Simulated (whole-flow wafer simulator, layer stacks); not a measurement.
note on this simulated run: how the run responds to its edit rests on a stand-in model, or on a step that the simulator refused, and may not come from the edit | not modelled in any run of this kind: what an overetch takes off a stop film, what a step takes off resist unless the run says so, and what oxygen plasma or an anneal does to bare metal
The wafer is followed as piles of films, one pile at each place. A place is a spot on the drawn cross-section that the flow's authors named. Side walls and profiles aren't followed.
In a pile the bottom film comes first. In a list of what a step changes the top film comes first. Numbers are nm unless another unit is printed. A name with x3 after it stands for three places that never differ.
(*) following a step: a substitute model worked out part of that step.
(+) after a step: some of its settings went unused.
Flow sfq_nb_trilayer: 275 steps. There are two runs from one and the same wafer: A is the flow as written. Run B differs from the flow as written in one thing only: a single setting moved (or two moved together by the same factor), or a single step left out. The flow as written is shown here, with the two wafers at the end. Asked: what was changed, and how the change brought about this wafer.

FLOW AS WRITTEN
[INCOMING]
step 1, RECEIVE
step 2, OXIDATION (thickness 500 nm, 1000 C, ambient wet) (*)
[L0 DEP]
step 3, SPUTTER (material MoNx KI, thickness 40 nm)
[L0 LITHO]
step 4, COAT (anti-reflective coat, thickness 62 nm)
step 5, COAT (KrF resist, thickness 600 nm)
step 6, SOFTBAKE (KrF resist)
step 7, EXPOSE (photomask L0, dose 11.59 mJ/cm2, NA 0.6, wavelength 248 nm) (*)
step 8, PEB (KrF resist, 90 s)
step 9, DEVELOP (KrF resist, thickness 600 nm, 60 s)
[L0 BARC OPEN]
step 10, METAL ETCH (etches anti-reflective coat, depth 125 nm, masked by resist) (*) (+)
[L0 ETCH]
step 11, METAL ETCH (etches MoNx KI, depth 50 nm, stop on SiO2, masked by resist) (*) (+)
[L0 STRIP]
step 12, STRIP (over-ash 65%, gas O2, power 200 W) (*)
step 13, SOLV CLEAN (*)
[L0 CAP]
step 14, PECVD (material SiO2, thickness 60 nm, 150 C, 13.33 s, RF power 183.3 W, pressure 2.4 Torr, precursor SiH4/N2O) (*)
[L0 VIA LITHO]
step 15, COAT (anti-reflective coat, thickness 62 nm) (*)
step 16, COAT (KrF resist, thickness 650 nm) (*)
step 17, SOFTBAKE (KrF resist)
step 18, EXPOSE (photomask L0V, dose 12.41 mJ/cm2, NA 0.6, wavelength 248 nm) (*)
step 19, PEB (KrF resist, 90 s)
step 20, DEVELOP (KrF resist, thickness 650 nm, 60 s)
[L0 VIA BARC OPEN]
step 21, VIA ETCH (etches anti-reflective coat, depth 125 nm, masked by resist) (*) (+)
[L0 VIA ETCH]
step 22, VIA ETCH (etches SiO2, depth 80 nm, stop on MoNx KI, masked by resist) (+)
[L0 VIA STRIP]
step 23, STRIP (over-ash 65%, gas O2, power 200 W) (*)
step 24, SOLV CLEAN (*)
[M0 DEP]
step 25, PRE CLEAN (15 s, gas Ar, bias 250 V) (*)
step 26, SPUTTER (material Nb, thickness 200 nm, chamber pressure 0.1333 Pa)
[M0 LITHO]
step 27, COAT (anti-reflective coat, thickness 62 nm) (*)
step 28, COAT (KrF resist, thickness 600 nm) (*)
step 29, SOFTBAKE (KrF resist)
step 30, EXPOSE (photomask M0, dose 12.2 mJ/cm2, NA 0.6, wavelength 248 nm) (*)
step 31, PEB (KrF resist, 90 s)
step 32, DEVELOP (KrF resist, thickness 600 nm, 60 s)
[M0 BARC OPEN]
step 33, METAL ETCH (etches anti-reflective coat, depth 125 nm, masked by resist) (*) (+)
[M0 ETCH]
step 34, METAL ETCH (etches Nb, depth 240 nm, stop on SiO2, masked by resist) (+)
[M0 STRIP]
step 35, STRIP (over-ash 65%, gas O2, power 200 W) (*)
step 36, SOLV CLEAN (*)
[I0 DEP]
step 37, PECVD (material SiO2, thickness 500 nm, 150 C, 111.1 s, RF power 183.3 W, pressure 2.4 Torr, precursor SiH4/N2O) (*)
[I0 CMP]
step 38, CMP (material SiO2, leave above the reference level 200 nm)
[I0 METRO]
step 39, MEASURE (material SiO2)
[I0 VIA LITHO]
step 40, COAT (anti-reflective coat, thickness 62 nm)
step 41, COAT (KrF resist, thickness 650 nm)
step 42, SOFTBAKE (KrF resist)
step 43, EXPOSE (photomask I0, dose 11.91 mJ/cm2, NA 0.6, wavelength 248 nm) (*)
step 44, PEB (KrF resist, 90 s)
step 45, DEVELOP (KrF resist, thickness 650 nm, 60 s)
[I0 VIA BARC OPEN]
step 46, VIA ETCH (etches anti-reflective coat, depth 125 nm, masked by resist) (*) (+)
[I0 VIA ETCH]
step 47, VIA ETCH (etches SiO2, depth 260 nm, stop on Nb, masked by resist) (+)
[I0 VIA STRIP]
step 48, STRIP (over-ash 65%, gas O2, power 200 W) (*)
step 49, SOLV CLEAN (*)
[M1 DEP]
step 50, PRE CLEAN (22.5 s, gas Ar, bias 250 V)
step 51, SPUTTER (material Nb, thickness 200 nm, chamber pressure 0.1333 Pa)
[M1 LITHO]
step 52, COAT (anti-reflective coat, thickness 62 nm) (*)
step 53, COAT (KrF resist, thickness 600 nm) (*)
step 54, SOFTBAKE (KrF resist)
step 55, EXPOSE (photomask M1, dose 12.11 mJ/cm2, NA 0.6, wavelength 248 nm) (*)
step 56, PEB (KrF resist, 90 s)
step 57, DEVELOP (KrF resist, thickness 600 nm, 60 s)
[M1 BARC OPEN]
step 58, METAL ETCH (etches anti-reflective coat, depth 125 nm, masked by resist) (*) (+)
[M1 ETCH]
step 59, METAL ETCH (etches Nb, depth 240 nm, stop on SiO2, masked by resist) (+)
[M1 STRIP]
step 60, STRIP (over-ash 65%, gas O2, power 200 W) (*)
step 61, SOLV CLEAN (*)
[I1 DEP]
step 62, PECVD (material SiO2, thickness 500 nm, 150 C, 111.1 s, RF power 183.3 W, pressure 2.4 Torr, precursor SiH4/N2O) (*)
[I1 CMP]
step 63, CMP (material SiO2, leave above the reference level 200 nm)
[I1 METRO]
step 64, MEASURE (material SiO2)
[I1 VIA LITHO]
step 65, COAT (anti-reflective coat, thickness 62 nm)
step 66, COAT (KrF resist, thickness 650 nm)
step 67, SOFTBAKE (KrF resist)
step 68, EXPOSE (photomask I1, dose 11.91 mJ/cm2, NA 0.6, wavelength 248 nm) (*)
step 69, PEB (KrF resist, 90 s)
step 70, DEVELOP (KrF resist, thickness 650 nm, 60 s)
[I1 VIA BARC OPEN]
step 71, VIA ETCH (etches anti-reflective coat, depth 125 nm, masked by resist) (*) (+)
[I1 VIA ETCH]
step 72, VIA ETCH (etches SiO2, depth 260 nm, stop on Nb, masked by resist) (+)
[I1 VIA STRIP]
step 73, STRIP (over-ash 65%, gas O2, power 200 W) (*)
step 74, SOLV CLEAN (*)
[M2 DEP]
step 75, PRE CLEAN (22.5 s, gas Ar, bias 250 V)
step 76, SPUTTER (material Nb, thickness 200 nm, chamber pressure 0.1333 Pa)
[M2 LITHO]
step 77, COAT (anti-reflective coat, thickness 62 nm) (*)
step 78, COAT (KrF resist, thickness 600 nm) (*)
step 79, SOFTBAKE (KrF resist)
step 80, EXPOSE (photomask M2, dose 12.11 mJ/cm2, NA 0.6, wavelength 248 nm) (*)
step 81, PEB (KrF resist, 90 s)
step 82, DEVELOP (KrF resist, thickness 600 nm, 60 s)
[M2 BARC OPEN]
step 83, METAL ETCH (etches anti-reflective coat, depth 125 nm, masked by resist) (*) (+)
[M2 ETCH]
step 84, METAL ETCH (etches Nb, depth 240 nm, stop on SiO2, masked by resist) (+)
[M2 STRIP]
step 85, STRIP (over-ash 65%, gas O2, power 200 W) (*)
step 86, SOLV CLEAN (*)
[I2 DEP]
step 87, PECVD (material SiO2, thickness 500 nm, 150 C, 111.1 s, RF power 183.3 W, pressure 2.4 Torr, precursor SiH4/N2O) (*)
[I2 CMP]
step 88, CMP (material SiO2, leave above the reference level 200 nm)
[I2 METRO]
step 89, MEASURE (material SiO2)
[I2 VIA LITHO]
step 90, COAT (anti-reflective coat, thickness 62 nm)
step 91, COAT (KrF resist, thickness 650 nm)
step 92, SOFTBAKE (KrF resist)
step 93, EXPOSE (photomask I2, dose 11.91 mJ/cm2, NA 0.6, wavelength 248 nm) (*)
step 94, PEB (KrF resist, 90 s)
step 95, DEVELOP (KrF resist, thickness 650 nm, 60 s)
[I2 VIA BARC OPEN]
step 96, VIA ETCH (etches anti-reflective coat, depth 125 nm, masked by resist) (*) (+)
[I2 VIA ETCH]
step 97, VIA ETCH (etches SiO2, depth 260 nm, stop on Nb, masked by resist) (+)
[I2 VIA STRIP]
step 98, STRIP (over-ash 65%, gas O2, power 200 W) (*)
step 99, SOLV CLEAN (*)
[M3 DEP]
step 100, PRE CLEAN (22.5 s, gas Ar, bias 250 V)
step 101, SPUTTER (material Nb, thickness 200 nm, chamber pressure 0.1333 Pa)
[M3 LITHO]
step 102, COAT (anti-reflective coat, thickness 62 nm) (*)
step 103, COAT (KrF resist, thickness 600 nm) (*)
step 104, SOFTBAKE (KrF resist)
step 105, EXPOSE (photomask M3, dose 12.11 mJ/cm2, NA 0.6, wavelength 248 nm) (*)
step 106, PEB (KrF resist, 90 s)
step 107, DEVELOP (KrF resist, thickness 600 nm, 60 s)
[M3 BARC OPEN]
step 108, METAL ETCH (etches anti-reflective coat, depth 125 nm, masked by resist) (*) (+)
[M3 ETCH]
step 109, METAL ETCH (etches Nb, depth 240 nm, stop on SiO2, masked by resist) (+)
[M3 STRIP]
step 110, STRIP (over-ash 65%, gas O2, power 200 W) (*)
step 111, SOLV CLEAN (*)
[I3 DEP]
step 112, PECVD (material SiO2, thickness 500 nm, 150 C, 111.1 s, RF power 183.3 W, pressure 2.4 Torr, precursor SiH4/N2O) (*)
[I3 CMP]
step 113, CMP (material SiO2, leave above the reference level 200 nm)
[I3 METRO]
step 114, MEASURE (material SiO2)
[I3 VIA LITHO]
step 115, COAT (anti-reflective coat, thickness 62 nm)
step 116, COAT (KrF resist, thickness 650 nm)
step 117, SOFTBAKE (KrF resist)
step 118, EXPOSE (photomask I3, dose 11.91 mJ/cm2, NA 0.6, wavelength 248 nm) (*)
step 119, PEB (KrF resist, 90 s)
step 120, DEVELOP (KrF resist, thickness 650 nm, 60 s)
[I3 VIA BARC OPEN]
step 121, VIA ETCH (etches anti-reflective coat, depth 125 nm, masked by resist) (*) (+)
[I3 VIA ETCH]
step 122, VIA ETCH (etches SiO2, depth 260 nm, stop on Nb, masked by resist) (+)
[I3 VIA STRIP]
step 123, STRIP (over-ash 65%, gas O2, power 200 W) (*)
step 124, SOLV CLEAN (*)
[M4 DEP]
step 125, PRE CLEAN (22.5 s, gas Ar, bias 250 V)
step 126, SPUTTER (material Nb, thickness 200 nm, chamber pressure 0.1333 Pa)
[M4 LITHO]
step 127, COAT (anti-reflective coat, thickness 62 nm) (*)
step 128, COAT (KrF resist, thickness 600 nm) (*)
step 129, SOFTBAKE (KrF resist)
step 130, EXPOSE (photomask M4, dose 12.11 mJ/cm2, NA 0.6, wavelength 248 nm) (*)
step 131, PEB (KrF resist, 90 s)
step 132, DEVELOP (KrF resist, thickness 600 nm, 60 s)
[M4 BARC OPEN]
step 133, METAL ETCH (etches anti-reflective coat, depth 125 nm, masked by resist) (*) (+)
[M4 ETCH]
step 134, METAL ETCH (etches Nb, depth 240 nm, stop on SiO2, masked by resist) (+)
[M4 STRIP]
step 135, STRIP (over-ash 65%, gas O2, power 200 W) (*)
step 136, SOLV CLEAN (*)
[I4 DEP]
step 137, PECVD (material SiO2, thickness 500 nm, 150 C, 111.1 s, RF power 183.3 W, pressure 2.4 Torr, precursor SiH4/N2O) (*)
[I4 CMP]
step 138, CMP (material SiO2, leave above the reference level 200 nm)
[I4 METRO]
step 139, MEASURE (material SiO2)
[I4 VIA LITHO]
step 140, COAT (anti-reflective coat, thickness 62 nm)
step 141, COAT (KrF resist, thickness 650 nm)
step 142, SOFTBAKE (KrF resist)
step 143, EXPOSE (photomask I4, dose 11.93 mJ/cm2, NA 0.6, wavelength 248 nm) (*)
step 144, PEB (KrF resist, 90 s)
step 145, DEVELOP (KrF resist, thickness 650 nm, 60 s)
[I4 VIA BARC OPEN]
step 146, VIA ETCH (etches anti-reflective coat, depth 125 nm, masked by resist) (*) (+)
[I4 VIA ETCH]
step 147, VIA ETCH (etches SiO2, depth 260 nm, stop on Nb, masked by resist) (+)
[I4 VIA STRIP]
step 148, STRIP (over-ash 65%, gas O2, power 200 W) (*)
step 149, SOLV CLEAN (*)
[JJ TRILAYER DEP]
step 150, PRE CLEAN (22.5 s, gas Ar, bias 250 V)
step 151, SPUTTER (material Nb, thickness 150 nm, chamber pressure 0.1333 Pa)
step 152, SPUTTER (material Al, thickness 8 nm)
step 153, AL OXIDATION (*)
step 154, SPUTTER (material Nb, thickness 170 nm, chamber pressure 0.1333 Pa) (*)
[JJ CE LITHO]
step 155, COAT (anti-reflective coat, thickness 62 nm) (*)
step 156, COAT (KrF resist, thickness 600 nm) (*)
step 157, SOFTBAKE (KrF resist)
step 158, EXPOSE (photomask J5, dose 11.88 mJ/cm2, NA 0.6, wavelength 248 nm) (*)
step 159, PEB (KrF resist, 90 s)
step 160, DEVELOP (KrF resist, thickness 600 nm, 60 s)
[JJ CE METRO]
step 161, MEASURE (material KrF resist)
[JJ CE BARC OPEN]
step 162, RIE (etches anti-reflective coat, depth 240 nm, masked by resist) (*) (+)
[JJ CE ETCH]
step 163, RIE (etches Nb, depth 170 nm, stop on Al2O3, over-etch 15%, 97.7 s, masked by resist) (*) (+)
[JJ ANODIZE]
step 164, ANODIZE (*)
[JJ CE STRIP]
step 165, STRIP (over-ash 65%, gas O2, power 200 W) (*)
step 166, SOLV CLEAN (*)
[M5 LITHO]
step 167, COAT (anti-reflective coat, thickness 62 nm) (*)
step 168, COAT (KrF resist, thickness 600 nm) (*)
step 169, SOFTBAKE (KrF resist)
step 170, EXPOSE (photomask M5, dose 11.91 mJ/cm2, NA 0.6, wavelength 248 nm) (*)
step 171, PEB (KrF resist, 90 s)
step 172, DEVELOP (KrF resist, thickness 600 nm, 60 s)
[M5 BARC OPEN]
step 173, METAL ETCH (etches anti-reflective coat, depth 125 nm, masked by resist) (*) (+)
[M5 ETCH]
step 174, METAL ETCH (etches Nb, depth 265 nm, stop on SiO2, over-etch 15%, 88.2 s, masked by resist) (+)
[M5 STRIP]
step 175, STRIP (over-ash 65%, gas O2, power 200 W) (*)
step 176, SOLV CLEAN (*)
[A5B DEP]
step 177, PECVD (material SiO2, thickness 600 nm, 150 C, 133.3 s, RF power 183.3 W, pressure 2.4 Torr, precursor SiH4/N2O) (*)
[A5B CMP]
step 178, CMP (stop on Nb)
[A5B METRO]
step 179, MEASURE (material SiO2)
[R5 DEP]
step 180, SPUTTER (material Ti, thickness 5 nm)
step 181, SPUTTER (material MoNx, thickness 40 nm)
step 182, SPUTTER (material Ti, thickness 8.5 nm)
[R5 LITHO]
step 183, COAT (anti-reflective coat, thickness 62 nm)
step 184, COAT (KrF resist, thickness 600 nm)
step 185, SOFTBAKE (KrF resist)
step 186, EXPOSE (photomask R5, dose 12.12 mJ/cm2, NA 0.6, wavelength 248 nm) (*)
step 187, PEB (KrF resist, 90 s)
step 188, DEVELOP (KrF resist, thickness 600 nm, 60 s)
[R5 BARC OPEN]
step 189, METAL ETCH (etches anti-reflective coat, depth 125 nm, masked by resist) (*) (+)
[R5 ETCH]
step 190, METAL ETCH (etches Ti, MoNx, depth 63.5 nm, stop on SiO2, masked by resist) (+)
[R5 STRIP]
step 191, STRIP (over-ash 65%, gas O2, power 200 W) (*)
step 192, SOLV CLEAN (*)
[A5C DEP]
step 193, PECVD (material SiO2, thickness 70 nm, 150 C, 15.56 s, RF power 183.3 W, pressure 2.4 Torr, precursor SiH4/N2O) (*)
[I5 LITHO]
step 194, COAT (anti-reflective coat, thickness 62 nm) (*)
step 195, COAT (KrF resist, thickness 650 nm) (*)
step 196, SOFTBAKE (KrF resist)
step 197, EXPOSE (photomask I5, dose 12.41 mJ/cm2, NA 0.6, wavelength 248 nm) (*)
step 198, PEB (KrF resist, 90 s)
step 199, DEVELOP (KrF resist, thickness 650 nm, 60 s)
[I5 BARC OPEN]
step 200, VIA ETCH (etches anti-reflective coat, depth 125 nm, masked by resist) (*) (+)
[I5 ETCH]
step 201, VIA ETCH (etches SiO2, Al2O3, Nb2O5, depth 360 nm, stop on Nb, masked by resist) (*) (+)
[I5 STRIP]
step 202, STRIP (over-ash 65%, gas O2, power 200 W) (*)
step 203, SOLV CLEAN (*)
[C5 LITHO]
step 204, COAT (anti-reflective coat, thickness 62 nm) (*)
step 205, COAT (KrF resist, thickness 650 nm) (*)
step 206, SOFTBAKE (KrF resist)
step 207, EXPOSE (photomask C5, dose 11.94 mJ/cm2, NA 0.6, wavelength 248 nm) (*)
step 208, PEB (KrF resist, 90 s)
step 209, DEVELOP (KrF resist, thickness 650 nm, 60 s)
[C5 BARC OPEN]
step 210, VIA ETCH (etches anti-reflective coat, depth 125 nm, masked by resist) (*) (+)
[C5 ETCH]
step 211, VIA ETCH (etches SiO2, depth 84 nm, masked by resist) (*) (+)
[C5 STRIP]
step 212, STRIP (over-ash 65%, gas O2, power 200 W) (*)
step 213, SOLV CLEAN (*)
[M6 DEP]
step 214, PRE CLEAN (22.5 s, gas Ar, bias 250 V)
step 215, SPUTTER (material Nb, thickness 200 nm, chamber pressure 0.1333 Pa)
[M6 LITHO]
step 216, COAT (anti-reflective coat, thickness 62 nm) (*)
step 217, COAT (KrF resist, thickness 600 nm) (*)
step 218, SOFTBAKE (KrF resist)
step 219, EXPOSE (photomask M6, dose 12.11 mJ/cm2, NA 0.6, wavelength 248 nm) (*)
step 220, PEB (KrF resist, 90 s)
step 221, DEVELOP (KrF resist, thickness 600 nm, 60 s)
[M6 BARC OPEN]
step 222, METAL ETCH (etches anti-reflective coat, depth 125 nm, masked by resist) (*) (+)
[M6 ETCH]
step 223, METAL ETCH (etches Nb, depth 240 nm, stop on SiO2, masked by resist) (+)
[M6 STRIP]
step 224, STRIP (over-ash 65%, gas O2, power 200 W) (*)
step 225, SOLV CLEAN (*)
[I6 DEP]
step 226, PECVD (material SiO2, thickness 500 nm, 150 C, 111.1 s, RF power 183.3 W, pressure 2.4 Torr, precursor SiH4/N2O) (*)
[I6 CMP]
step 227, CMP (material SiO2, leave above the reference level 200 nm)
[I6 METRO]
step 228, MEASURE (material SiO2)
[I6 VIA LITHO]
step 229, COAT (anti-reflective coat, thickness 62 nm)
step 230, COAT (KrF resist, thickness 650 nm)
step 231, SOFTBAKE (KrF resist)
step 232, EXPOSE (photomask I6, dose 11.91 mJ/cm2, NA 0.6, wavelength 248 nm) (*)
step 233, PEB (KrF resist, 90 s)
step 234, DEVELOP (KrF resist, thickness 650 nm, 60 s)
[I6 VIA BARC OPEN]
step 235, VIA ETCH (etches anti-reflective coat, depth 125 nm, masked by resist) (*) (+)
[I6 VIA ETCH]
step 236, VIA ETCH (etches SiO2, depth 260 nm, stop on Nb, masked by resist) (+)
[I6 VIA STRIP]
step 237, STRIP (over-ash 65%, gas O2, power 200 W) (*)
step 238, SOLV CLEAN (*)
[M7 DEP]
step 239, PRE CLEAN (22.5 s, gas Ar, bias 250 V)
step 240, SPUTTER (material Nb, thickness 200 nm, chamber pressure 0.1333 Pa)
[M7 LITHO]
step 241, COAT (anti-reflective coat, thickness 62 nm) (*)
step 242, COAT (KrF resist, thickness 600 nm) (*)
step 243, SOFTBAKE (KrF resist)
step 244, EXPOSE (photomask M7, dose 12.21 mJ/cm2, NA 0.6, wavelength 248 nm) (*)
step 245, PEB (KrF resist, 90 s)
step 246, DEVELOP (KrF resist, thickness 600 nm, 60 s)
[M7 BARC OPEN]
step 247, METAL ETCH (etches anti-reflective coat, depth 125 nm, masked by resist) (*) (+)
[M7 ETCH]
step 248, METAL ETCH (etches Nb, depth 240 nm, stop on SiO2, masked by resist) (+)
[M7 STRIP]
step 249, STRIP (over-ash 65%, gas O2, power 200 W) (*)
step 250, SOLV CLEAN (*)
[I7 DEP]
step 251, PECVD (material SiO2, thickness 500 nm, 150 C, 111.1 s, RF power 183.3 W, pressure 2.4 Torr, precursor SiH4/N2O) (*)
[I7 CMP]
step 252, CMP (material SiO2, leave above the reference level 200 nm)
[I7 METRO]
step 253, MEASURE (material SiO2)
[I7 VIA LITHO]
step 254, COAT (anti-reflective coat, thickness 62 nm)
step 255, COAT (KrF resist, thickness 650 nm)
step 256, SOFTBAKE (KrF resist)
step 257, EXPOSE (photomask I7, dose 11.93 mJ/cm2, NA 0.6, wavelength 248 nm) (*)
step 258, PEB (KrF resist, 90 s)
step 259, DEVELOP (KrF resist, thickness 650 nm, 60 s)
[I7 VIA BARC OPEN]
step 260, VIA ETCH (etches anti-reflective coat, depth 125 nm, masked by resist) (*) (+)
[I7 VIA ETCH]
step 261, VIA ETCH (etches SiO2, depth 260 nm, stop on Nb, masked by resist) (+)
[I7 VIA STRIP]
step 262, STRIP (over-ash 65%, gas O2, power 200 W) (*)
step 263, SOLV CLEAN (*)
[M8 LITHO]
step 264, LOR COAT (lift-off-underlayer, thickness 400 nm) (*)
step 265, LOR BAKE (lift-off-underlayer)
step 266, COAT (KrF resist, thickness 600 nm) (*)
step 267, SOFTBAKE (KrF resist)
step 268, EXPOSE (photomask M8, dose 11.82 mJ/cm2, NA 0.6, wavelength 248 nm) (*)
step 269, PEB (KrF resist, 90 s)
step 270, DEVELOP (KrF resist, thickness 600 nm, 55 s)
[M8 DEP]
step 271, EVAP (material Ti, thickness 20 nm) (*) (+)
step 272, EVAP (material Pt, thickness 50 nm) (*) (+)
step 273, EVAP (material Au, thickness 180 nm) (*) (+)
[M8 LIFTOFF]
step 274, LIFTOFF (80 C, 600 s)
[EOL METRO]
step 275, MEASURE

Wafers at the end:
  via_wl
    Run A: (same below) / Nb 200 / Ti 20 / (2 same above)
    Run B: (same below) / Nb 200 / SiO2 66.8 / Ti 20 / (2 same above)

What caused this: step 261, VIA ETCH: depth 133 nm was run, while the flow as written has depth 260 nm.

Step by step, how the change led to this:
  step 261, VIA ETCH (etches SiO2, depth 260 nm, stop on Nb, masked by resist) (+)
      via_wl, via_w, via_wr: A -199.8 SiO2 (all of it) | B -133 SiO2
      field_l, v_sur, via_sp and 100 more: A -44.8 KrF resist | B -22.9 KrF resist
  step 262, STRIP (over-ash 65%, gas O2, power 200 W) (*)
      field_l, v_sur, via_sp and 100 more: A -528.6 KrF resist (all of it), -62 anti-reflective coat (all of it) | B -550.5 KrF resist (all of it), -62 anti-reflective coat (all of it)
  step 264, LOR COAT (lift-off-underlayer, thickness 400 nm) (*)
      via_wl, via_wr: A +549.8 lift-off-underlayer (new film) | B +499.7 lift-off-underlayer (new film)
      v_sur: A +369.4 lift-off-underlayer (new film) | B +379.6 lift-off-underlayer (new film)
      (also at 1 further place)
  step 270, DEVELOP (KrF resist, thickness 600 nm, 55 s)
      v_sur: A -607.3 KrF resist (all of it), -369.4 lift-off-underlayer (all of it) | B -604.5 KrF resist (all of it), -379.6 lift-off-underlayer (all of it)
      via_wl: A -623.9 KrF resist (all of it), -549.8 lift-off-underlayer (all of it) | B -615.5 KrF resist (all of it), -499.7 lift-off-underlayer (all of it)
      (also at 2 further places)
If metal films that touch count as one body, via_wl has 8 bodies (between them, from the top down: SiO2 66.8; SiO2 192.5; SiO2 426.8 / Al2O3 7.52 / Nb2O5 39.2; SiO2 192.5; SiO2 192.5; SiO2 192.5; SiO2 192.5); the flow as written gives 7 bodies (between them, from the top down: SiO2 192.5; SiO2 426.8 / Al2O3 7.52 / Nb2O5 39.2; SiO2 192.5; SiO2 192.5; SiO2 192.5; SiO2 192.5).
